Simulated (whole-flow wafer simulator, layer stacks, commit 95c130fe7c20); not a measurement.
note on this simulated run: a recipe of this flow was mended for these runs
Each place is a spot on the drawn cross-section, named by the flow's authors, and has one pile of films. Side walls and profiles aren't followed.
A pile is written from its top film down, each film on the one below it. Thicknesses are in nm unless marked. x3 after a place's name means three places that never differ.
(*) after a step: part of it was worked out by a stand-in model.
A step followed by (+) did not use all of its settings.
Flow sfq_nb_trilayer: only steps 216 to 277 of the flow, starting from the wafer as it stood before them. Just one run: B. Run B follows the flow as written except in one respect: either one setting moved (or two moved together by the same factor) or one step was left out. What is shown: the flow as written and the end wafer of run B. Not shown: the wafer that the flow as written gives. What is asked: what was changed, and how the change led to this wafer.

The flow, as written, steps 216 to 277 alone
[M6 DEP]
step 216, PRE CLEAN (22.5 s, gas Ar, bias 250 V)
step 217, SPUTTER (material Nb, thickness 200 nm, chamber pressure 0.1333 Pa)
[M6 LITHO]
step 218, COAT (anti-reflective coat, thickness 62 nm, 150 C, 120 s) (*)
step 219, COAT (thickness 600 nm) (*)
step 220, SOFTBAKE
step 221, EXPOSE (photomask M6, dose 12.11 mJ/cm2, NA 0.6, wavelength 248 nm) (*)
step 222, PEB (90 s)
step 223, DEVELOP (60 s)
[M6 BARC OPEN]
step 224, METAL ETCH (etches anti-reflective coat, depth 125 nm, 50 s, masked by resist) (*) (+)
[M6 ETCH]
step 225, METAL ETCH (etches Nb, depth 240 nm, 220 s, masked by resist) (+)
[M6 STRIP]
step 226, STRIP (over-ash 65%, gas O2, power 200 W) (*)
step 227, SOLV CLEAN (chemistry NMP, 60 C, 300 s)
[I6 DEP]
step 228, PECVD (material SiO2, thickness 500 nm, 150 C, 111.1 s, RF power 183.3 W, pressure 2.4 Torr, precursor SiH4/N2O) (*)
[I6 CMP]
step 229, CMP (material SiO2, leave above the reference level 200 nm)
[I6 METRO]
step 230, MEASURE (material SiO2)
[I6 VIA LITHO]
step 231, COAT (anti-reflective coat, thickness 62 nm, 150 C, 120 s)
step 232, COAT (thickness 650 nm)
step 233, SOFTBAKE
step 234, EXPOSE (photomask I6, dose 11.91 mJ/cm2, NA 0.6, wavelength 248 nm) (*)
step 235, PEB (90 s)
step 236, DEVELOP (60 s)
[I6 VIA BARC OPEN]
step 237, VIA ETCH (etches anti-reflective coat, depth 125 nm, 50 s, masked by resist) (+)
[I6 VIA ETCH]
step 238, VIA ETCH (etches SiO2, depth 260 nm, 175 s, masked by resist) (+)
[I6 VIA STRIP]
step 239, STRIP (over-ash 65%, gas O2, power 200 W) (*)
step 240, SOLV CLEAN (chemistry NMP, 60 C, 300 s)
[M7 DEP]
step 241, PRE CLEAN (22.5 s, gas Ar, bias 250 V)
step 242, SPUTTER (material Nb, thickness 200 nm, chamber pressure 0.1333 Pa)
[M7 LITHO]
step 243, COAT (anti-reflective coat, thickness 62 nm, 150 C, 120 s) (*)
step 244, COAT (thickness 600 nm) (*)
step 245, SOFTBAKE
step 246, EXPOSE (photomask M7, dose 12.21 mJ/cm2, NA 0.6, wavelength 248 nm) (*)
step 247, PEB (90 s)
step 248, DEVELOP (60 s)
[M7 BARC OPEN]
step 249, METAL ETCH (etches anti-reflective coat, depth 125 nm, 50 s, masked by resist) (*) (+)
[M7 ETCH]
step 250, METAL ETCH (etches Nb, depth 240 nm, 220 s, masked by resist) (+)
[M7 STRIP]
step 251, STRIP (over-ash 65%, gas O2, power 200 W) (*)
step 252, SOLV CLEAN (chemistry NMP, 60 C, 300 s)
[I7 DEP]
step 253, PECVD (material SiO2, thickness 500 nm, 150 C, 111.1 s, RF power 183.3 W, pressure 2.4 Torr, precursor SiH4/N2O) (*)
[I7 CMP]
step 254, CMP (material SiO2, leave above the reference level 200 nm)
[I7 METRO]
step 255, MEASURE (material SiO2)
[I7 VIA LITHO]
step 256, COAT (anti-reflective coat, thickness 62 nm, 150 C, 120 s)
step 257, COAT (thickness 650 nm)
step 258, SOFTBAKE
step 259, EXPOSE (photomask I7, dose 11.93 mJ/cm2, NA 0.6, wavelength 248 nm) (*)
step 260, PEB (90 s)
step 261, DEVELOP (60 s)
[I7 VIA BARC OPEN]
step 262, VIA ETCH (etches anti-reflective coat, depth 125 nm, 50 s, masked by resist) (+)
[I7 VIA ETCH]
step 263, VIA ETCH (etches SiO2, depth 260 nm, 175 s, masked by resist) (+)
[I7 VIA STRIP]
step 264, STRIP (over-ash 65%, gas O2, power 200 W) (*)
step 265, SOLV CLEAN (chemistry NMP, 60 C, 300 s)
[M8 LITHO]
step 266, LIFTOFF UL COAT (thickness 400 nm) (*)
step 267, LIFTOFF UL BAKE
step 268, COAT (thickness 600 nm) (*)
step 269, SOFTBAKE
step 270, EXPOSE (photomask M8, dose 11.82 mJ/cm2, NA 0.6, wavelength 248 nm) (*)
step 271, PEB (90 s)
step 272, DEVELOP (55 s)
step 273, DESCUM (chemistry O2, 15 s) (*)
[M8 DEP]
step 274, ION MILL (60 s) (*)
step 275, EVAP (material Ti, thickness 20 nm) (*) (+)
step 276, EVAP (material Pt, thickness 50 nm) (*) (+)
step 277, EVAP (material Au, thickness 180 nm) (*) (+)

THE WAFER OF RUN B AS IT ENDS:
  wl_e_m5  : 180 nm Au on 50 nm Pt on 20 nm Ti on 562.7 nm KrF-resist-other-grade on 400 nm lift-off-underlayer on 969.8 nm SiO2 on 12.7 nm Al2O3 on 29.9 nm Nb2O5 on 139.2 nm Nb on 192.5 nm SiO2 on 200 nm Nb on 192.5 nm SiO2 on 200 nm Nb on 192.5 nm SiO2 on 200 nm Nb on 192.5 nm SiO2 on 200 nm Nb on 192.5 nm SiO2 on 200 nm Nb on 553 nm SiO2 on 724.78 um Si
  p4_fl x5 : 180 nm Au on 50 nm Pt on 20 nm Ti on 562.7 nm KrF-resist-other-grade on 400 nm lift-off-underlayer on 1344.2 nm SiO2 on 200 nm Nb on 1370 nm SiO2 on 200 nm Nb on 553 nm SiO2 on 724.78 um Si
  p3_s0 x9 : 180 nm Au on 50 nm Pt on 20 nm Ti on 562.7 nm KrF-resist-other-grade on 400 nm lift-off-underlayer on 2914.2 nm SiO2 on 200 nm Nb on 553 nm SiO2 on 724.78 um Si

The reason: step 217, SPUTTER: thickness 170 nm was run, while the flow as written has thickness 200 nm.

The path from the change to this, step by step:
  step 217, SPUTTER (material Nb, thickness 200 nm, chamber pressure 0.1333 Pa)
      field_l, v_sur, via_wl and 100 more: Nb gains 170 (new film) (in the flow as written it would be: Nb gains 200 (new film))
      be: Nb gains 124.2 (in the flow as written it would be: Nb gains 145.8)
      (and at 2 other places as well)
  step 225, METAL ETCH (etches Nb, depth 240 nm, 220 s, masked by resist) (+)
      field_l, gap, moat and 76 more: Nb loses 170 (all of it), SiO2 loses 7 (in the flow as written it would be: Nb loses 200 (all of it), SiO2 loses 4)
  step 228, PECVD (material SiO2, thickness 500 nm, 150 C, 111.1 s, RF power 183.3 W, pressure 2.4 Torr, precursor SiH4/N2O) (*)
      gap, wl_a_sl, m6r_space_l x2: SiO2 gains 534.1 (in the flow as written it would be: SiO2 gains 561.1)
  step 229, CMP (material SiO2, leave above the reference level 200 nm)
      field_l, p4_fl x5, p4_w1 x9 and 47 more: SiO2 loses 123 (in the flow as written it would be: SiO2 loses 96)
      moat, field_r, lsp_l, ln_m5, lsp_m: SiO2 loses 117.3 (in the flow as written it would be: SiO2 loses 89.5)
      (and at 8 other places as well)
